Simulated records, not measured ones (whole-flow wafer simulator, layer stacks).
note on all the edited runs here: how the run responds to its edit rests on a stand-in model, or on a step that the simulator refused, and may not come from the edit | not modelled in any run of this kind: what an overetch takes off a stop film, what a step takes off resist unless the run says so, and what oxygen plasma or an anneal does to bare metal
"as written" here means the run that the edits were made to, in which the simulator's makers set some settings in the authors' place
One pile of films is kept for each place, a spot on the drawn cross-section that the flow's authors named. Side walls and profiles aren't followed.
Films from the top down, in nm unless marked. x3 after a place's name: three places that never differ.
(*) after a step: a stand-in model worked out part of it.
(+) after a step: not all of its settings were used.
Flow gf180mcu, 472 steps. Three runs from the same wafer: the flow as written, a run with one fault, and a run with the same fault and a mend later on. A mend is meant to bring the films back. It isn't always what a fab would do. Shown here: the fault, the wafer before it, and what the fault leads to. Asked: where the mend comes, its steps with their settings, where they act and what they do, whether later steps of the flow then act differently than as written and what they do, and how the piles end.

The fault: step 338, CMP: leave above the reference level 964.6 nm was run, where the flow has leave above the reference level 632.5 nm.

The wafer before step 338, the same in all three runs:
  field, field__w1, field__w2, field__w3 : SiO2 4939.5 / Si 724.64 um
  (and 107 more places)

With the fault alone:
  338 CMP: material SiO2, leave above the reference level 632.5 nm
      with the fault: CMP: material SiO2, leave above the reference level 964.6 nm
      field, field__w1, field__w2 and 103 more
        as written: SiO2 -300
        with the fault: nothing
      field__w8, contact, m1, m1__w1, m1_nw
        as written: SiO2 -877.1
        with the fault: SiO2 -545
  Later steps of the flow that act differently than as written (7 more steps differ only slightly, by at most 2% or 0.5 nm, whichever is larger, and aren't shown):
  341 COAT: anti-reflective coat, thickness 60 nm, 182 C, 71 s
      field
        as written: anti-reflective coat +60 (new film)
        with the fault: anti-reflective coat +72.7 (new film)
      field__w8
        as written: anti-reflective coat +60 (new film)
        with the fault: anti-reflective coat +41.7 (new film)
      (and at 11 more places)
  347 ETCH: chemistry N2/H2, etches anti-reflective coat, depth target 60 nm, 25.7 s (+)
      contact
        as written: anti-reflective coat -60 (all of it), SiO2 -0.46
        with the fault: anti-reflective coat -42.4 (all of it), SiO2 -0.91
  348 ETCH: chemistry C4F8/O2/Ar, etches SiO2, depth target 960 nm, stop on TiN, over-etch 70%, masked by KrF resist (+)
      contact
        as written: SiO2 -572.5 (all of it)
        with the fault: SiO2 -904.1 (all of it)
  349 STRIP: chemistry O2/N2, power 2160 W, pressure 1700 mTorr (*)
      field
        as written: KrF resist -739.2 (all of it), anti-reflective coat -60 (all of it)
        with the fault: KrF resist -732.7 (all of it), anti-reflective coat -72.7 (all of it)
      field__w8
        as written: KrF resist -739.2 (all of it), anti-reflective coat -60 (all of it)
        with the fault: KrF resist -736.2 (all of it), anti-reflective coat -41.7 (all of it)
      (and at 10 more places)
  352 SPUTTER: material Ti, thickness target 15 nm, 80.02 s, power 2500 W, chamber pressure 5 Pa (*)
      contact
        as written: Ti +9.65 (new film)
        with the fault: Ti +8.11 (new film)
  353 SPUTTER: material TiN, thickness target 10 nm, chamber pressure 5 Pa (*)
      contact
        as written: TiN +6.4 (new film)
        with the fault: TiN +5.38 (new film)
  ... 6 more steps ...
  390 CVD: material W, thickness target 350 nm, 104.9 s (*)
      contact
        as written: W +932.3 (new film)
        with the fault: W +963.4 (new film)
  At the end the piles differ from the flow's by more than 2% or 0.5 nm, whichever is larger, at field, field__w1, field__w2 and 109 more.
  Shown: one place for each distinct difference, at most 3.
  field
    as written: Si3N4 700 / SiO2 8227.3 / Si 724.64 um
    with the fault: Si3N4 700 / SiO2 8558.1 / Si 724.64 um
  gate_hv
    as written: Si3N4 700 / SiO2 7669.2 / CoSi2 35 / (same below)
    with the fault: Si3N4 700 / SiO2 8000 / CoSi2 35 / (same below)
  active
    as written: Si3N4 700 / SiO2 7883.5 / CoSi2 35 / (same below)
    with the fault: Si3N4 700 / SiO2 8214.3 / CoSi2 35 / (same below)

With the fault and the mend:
  The mend comes after step 346.
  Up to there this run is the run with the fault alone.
  346a STRIP: chemistry O2/N2, power 2160 W, pressure 1700 mTorr (*)
      iso_ptap_pw, iso_ntap_nw, iso_nw_fld and 33 more
        KrF resist -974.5 (all of it), anti-reflective coat -60 (all of it)
      field__w6, field__w7, field__w11 and 21 more
        KrF resist -974.8 (all of it), anti-reflective coat -60.1 (all of it)
      field__w2, field__w3, field__w12 and 9 more
        KrF resist -974.9 (all of it), anti-reflective coat -60.1 (all of it)
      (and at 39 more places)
  346b CMP: material SiO2, leave above the reference level 632.5 nm (the flow's step 338 once more)
      field, field__w1, field__w2 and 103 more
        SiO2 -300
      field__w8, contact, m1, m1__w1, m1_nw
        SiO2 -332.1
  346c HMDS: 120 C, 60 s (the flow's step 340 once more)
      changes no film at any place that is followed
  346d COAT: anti-reflective coat, thickness 60 nm, 182 C, 71 s (the flow's step 341 once more)
      field, field__w1, field__w2 and 108 more
        anti-reflective coat +60 (new film)
  346e COAT: KrF resist, thickness 1000 nm (the flow's step 342 once more)
      field, field__w1, field__w2 and 108 more
        KrF resist +1000 (new film)
  346f SOFTBAKE: KrF resist (the flow's step 343 once more)
      changes no film at any place that is followed
  346g EXPOSE: photomask Via3 (the flow's step 344 once more)
      changes no film at any place that is followed
  346h PEB: KrF resist, 135 C, 90 s (the flow's step 345 once more)
      field, field__w1, field__w2 and 108 more
        KrF resist -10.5
  346i DEVELOP: KrF resist, thickness 1000 nm, 60 s (the flow's step 346 once more)
      field, field__w1, field__w2 and 107 more
        KrF resist -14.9
      contact
        KrF resist -989.5 (all of it)
  No later step of the flow acts differently than as written at any place that is followed.
  At the end the piles are the same as the flow's at every place that both follow.
